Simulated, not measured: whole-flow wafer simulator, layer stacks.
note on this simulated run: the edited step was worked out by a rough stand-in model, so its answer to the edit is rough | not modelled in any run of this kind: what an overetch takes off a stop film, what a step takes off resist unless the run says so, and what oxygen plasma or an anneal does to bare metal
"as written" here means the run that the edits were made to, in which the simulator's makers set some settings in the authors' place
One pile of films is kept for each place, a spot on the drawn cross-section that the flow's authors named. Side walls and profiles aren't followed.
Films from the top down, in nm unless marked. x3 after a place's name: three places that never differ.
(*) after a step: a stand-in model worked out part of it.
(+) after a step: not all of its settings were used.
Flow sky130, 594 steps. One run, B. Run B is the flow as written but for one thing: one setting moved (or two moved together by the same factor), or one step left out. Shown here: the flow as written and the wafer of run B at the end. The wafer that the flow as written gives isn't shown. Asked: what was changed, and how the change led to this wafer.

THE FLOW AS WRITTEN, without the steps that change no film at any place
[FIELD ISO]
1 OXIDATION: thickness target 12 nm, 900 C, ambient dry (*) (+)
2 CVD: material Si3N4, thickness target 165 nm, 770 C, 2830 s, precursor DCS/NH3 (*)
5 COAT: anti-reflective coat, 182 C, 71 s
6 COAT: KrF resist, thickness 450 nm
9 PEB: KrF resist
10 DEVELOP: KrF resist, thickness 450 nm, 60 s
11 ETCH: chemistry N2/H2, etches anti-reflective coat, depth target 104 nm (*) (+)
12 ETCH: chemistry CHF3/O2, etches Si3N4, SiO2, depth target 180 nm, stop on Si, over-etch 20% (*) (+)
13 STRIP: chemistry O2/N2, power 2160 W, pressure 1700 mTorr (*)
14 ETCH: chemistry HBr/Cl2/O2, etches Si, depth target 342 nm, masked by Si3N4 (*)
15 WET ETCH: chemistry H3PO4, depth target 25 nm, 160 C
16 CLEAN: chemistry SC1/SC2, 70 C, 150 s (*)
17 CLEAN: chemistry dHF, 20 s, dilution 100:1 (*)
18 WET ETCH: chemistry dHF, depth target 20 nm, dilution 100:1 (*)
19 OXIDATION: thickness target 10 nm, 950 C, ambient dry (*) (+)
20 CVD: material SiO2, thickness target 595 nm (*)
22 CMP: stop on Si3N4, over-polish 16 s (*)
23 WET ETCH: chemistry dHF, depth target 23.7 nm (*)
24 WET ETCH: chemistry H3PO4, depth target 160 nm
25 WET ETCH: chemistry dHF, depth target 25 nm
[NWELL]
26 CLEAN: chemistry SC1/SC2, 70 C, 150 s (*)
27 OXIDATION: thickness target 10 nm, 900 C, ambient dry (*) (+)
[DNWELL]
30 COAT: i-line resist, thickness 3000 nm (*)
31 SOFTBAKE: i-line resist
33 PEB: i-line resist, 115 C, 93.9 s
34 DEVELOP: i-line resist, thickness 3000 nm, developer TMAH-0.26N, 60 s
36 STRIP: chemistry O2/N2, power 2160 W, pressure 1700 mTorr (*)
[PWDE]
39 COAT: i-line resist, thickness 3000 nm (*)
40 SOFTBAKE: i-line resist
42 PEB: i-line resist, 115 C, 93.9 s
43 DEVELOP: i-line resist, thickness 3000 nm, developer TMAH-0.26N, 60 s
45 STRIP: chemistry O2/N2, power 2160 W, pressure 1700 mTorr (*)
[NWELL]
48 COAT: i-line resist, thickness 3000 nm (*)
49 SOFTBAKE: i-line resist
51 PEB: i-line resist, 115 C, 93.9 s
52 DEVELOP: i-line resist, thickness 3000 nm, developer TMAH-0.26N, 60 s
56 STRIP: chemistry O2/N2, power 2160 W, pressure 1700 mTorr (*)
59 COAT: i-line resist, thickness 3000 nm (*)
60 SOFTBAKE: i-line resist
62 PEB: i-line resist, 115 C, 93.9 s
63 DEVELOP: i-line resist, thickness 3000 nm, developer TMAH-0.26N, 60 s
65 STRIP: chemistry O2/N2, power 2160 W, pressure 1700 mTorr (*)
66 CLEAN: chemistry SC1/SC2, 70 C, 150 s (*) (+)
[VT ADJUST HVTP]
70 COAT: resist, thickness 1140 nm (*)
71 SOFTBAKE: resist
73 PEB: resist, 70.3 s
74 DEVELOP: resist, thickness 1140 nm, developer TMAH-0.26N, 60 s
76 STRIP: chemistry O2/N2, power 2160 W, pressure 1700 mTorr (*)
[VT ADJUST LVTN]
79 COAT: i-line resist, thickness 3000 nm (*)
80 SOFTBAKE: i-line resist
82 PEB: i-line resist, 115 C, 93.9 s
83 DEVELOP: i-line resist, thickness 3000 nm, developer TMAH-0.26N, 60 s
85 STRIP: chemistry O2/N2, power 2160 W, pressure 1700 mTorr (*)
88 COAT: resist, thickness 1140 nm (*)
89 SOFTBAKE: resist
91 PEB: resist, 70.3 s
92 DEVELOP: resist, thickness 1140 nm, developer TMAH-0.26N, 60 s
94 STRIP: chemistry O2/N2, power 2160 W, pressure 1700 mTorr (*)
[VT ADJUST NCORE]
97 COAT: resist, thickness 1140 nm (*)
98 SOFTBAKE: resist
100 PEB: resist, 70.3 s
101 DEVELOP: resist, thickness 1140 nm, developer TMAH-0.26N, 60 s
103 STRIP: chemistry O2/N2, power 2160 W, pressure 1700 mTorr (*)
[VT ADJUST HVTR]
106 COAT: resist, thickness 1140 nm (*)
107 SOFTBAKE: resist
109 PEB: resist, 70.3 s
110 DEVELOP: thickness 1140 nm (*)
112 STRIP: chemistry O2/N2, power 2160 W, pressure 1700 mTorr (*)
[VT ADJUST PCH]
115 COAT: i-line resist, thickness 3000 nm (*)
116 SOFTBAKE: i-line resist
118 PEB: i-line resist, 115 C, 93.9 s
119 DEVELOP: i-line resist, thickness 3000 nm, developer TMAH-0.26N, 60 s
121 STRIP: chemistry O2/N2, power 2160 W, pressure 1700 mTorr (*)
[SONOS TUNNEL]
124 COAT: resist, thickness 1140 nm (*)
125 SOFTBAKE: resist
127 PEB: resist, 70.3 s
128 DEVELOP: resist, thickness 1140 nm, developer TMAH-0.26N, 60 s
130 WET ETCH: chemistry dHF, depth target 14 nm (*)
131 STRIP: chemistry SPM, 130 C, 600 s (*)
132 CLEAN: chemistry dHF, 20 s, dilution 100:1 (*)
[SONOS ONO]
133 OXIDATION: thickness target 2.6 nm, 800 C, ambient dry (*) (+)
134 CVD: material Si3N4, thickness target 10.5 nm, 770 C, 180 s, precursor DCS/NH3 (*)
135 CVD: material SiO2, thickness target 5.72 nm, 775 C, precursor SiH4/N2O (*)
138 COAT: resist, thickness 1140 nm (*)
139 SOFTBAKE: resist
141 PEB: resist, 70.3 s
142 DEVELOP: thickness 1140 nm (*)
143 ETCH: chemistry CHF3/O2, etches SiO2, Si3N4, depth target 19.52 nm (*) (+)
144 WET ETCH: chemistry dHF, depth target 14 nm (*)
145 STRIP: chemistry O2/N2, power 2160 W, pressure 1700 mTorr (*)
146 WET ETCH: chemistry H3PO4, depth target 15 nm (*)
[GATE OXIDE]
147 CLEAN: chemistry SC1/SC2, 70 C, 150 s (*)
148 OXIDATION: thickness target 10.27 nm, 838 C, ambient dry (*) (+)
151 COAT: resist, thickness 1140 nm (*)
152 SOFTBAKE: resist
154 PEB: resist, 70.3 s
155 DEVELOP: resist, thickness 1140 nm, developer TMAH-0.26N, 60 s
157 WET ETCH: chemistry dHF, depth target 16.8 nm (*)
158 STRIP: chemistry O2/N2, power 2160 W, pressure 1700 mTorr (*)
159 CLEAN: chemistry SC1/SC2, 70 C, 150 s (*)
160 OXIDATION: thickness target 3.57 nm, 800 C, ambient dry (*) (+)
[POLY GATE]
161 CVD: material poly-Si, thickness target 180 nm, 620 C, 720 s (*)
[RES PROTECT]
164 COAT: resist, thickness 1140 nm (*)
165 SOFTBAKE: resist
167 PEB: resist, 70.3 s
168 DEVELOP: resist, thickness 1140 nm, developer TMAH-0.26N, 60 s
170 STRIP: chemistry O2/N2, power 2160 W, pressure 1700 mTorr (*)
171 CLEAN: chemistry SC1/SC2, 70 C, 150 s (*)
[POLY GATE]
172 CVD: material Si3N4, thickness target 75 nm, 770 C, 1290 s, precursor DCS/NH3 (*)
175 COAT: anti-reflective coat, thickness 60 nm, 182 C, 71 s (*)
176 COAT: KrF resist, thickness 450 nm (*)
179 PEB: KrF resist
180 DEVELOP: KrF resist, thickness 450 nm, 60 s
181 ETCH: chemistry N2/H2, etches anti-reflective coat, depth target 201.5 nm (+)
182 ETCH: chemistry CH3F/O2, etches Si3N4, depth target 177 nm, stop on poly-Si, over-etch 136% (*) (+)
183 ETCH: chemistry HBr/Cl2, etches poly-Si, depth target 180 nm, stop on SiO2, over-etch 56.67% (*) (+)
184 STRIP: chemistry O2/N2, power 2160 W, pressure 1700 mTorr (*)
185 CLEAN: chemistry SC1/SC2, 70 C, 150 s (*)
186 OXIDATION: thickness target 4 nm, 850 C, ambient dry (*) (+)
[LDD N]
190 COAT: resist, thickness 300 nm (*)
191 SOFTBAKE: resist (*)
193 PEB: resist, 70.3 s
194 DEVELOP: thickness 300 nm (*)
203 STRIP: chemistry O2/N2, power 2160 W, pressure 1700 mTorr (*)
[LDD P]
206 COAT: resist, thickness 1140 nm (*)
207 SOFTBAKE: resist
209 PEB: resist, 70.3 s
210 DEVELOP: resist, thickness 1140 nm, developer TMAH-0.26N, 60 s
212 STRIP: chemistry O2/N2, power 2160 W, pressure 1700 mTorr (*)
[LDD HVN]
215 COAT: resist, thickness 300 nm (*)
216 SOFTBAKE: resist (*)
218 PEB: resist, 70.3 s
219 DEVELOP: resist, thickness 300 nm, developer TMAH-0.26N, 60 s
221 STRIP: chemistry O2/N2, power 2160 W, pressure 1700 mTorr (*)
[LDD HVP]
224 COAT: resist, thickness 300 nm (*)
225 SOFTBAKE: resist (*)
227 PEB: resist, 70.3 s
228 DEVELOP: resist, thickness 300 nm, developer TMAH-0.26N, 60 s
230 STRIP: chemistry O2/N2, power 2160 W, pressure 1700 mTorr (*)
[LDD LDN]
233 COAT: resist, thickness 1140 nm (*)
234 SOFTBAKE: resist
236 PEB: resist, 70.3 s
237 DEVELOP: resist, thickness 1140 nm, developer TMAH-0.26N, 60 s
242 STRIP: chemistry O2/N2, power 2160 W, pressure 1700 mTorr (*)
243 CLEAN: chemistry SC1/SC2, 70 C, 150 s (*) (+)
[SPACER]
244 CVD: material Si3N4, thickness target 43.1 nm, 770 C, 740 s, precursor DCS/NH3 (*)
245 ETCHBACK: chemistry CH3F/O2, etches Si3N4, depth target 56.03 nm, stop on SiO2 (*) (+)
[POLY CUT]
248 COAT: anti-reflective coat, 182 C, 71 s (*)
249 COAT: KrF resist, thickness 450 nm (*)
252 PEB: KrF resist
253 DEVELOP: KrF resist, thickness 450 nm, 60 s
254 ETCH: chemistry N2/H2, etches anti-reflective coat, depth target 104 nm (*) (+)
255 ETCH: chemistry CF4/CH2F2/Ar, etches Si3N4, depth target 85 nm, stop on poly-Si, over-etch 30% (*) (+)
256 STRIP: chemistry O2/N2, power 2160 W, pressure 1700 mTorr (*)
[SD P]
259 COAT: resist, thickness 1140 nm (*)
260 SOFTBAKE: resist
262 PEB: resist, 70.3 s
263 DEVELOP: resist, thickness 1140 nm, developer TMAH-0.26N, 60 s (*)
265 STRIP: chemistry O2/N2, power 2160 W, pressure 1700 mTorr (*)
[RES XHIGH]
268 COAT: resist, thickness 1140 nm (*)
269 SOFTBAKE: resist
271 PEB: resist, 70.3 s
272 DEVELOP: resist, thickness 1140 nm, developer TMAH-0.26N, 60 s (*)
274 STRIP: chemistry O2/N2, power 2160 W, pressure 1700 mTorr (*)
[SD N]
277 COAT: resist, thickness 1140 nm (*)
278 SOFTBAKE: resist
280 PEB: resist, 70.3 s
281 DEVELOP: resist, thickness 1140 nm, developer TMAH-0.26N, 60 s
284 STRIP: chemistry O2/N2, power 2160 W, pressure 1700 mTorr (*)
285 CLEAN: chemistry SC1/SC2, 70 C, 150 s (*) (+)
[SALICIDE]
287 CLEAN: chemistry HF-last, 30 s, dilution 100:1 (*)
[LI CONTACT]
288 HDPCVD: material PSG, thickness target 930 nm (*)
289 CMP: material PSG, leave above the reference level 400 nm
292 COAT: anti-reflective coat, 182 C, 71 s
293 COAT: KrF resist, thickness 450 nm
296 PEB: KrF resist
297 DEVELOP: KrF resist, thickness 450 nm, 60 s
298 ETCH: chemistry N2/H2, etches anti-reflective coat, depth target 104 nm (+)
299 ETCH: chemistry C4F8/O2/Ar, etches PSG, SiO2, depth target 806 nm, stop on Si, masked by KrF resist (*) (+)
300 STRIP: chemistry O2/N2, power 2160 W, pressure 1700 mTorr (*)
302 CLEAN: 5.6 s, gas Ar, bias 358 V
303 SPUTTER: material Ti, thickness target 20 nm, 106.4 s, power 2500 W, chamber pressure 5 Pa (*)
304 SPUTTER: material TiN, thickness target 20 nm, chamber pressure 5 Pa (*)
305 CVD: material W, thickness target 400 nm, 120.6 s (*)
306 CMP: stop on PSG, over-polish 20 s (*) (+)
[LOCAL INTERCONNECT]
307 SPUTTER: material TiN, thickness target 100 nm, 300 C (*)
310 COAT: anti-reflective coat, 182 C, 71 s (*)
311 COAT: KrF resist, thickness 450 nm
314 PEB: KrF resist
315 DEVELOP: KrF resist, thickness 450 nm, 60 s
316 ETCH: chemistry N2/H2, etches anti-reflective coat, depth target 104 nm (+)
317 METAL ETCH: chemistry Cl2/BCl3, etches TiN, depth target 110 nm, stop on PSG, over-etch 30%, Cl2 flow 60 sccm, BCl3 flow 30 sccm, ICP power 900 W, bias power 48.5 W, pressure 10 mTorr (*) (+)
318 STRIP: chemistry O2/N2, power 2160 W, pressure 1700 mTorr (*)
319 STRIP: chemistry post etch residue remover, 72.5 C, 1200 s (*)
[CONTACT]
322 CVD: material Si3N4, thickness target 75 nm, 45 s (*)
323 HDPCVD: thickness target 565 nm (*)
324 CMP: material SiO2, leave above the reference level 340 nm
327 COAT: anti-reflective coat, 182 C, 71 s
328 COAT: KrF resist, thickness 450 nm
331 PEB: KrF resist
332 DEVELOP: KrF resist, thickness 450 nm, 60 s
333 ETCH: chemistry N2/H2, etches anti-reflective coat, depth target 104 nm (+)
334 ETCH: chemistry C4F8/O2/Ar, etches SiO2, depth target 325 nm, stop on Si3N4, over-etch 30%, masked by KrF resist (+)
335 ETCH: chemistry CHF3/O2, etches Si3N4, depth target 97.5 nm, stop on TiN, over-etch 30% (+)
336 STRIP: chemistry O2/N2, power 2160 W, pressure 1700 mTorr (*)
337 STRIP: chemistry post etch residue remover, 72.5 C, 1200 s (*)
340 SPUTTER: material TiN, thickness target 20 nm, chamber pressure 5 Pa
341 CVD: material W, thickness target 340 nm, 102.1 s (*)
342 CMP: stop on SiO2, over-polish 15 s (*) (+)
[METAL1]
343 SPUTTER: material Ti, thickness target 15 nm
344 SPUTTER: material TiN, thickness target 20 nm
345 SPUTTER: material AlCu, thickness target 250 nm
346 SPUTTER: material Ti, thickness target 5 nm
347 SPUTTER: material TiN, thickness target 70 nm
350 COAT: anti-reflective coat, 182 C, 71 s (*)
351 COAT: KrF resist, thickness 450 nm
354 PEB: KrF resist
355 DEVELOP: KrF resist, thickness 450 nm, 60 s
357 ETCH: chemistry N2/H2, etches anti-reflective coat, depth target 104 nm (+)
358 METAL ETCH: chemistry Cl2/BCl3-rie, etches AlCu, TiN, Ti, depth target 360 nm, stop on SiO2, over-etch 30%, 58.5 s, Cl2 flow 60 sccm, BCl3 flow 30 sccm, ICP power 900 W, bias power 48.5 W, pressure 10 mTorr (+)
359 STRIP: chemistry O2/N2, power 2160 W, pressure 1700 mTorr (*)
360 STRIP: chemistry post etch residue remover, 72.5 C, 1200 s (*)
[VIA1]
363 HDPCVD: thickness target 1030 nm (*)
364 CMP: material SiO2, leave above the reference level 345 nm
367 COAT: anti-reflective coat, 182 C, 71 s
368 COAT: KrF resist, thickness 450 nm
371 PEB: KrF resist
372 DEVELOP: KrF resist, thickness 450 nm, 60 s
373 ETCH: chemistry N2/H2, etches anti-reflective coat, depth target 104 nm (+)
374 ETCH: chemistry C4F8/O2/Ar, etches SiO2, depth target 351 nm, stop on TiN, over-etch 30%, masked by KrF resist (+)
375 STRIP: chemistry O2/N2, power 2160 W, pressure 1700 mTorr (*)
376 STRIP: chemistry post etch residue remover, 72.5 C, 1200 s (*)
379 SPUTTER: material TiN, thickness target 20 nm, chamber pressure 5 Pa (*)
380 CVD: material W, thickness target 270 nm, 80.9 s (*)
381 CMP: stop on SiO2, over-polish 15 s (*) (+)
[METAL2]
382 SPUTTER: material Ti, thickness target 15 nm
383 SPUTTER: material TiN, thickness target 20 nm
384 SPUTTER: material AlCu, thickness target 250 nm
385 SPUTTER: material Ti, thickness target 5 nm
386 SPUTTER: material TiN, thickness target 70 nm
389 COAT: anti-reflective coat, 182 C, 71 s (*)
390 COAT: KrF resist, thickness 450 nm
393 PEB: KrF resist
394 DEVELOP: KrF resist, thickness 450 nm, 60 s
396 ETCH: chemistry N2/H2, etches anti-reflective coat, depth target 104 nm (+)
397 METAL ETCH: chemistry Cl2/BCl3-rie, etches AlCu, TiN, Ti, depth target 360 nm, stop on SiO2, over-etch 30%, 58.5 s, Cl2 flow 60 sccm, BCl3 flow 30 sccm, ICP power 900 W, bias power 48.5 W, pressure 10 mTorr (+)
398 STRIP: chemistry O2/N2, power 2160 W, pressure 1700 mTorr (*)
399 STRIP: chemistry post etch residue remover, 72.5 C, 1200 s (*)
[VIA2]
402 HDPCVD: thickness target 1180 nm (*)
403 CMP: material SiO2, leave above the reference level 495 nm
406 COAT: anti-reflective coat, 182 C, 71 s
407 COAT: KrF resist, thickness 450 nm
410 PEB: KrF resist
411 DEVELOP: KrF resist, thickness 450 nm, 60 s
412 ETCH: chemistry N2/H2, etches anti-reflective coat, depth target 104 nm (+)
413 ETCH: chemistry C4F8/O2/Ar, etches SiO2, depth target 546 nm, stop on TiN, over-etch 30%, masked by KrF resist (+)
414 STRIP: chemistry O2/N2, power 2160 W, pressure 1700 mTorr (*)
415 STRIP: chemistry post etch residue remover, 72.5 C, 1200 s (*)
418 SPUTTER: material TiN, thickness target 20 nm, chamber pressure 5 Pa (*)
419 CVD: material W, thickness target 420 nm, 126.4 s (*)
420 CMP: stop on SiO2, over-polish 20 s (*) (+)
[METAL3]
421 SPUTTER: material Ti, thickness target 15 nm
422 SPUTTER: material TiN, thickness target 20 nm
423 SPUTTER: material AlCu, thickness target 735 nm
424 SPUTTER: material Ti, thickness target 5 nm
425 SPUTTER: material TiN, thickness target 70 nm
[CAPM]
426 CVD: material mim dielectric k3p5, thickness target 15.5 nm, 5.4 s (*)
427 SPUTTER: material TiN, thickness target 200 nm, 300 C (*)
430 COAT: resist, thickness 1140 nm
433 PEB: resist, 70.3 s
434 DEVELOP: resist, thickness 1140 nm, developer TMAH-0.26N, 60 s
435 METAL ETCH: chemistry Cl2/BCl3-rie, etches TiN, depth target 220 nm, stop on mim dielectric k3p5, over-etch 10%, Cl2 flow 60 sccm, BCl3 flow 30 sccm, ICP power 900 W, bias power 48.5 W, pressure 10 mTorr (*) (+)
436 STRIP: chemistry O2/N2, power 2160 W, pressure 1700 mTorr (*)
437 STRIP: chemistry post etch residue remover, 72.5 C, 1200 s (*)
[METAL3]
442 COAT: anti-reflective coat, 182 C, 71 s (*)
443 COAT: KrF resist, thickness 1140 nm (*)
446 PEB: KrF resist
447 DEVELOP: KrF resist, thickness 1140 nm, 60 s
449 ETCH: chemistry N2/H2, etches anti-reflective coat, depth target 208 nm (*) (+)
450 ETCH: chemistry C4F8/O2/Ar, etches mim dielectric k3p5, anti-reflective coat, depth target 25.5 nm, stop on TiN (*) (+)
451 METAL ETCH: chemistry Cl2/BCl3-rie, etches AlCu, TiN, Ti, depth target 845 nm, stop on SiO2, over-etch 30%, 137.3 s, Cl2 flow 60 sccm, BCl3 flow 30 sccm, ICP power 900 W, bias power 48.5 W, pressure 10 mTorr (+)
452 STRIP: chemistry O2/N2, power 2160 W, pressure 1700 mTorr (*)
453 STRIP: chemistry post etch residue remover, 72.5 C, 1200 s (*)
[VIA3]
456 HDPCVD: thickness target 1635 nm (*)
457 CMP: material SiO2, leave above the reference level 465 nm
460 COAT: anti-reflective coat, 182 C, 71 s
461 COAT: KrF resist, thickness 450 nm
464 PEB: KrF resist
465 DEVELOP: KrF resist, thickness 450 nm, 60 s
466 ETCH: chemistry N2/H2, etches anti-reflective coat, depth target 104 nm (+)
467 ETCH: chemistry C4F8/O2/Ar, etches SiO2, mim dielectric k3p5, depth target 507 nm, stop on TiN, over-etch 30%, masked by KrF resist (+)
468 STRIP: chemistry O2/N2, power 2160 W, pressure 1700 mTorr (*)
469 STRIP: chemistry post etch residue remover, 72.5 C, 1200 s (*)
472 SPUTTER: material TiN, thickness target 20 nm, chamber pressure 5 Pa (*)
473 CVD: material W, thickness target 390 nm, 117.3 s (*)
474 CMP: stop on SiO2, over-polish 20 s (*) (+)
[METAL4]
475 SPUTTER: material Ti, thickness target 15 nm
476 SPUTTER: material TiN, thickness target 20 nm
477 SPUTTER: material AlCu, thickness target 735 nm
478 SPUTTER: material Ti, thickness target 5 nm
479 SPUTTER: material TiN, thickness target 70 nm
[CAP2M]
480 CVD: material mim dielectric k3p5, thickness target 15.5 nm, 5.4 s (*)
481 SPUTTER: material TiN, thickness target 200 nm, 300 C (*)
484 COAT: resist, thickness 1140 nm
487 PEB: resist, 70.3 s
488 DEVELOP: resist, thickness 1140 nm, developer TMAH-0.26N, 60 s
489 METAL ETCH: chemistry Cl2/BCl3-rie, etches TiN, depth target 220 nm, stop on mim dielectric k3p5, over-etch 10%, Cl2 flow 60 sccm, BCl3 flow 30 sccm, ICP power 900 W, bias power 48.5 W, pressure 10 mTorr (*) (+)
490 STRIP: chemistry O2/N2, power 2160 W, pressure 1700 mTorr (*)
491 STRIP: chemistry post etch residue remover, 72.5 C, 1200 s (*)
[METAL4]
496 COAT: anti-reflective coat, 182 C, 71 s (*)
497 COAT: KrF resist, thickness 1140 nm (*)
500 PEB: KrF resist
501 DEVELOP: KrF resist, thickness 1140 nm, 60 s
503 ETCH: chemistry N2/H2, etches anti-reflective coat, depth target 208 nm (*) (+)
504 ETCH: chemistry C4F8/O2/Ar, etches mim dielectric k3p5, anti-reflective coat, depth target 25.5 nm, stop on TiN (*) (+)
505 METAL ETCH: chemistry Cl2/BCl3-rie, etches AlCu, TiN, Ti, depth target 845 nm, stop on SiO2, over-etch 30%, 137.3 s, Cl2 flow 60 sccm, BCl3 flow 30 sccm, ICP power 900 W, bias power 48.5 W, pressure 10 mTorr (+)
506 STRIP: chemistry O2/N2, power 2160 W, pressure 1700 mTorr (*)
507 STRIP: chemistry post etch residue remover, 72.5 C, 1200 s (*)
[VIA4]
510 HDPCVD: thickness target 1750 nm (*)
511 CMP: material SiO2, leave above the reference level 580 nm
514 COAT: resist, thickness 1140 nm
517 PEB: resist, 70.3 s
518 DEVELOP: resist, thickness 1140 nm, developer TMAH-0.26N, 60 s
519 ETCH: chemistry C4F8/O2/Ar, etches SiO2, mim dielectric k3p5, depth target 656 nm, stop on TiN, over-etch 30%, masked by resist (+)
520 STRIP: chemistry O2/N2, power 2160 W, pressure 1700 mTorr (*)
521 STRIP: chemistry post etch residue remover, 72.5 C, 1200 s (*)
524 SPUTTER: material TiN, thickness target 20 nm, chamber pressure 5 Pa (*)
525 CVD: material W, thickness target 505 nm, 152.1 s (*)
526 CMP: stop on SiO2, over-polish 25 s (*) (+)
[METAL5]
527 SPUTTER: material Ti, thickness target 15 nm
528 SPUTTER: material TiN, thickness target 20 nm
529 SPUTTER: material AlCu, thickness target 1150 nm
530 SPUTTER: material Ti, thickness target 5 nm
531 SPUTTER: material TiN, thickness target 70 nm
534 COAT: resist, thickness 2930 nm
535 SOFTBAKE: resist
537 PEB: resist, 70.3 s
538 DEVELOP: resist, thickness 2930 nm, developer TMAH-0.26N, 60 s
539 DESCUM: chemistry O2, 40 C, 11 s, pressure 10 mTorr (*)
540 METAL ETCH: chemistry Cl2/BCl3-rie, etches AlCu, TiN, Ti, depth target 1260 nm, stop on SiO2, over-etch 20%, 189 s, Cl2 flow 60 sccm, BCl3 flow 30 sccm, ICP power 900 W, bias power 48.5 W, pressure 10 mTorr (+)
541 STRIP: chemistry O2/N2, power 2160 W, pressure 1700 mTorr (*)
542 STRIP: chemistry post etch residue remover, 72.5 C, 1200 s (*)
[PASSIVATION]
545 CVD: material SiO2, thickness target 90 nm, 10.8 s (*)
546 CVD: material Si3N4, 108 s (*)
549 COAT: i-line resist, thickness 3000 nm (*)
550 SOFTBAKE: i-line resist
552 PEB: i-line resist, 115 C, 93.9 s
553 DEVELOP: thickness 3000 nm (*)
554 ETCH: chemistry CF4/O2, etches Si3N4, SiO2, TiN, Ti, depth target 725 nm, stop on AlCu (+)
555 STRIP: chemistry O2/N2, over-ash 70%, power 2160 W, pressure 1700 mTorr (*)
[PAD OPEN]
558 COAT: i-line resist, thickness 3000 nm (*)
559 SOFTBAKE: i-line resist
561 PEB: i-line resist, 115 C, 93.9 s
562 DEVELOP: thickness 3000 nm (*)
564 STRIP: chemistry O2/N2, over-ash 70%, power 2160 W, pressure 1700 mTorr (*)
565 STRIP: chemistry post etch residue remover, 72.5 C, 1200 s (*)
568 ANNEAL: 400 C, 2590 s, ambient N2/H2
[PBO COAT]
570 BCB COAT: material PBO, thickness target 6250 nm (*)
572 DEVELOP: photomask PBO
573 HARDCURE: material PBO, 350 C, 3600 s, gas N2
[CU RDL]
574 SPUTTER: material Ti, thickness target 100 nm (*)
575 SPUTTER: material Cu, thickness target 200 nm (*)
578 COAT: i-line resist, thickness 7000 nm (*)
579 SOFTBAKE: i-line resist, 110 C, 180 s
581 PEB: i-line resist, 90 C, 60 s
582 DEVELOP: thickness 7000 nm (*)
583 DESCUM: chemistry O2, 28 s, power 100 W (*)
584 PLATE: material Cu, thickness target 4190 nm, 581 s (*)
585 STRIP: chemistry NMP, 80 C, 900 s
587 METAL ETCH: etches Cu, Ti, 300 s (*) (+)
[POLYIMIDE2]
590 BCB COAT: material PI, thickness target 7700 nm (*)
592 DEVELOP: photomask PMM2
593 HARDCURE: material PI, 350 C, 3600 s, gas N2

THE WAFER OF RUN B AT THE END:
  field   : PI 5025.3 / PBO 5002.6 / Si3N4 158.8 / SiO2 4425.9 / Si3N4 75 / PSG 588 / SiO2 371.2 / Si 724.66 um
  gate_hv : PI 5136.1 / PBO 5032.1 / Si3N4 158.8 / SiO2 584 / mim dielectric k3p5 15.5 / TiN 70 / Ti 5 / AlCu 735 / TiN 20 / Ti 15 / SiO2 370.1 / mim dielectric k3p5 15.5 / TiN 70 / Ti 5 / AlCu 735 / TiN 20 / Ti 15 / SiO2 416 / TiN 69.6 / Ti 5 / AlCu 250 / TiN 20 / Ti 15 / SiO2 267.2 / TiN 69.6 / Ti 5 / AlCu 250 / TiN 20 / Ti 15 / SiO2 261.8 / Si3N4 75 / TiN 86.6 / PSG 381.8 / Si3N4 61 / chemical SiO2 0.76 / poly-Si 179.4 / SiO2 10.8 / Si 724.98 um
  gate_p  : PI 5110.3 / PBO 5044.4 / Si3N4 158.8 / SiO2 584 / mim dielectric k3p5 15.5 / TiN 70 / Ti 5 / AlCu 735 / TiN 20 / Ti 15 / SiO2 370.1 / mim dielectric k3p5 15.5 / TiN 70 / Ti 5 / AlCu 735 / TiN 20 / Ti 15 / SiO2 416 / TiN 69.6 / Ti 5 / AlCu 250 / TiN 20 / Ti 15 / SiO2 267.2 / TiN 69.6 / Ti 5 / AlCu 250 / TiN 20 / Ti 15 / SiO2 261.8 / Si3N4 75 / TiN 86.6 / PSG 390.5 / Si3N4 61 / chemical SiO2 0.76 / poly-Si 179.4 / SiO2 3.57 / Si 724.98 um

The cause: step 307, SPUTTER: thickness target 87 nm was run, where the flow has thickness target 100 nm.

How the change led to this, step by step:
  307 SPUTTER: material TiN, thickness target 100 nm, 300 C (*)
      field, active, n_well and 188 more: TiN +87 (new film) (as written it would be: TiN +100 (new film))
  317 METAL ETCH: chemistry Cl2/BCl3, etches TiN, depth target 110 nm, stop on PSG, over-etch 30%, Cl2 flow 60 sccm, BCl3 flow 30 sccm, ICP power 900 W, bias power 48.5 W, pressure 10 mTorr (*) (+)
      field, active, gate and 88 more: TiN -85.7 (all of it) (as written it would be: TiN -98.7 (all of it))
  324 CMP: material SiO2, leave above the reference level 340 nm
      field, active, gate and 88 more: SiO2 -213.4 (as written it would be: SiO2 -200.4)
